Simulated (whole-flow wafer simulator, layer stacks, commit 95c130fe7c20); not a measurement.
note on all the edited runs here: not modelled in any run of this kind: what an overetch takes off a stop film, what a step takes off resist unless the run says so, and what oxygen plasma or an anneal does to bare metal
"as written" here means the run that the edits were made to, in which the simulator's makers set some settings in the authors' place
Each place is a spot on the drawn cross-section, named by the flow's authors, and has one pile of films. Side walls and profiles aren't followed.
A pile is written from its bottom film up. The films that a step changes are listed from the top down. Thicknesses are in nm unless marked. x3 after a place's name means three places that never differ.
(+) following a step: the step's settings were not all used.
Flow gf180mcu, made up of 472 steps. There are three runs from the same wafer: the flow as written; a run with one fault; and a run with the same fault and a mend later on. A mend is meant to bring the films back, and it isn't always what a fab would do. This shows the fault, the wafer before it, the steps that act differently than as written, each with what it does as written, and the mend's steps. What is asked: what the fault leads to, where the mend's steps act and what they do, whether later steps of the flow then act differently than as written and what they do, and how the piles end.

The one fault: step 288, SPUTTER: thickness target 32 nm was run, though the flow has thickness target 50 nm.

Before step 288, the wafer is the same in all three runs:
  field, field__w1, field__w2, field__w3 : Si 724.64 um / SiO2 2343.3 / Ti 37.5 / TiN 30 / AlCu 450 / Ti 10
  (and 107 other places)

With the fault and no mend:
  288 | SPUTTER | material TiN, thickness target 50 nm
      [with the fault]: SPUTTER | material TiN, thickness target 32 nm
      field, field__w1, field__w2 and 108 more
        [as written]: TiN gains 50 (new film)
        [with the fault]: TiN gains 32 (new film)
  Steps later in the flow that act otherwise than as written (3 more steps, not shown, differ only slightly: by at most 2% or 0.5 nm, whichever is larger):
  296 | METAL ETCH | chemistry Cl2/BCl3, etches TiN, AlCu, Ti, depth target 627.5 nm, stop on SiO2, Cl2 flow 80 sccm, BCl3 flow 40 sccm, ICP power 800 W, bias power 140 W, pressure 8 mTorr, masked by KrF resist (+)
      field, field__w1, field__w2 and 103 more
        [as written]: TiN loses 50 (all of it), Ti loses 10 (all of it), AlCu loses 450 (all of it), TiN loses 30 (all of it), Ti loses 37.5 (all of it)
        [with the fault]: TiN loses 32 (all of it), Ti loses 10 (all of it), AlCu loses 450 (all of it), TiN loses 30 (all of it), Ti loses 37.5 (all of it)
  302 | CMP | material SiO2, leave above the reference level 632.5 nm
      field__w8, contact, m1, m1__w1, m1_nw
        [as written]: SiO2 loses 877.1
        [with the fault]: SiO2 loses 859.1
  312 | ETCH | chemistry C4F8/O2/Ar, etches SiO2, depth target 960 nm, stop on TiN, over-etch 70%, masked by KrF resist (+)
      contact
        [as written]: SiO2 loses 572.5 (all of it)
        [with the fault]: SiO2 loses 590.5 (all of it)
  At field__w8, contact, m1, m1__w1, m1_nw, the piles at the end differ from the flow's by more than 2% or 0.5 nm, whichever is larger.
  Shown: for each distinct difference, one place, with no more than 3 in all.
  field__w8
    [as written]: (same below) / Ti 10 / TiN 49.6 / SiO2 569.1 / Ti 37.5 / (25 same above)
    [with the fault]: (same below) / Ti 10 / TiN 31.6 / SiO2 587.1 / Ti 37.5 / (25 same above)
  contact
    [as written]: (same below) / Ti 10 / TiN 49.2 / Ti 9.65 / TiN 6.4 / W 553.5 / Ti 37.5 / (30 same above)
    [with the fault]: (same below) / Ti 10 / TiN 31.2 / Ti 9.55 / TiN 6.34 / W 571.7 / Ti 37.5 / (30 same above)

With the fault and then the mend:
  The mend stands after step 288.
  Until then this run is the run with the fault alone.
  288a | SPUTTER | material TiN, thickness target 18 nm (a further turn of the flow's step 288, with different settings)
      field, field__w1, field__w2 and 108 more
        TiN gains 18
  None of the later steps of the flow acts differently than as written at any place that is followed.
  By the end, the piles equal the flow's at every place that both follow.
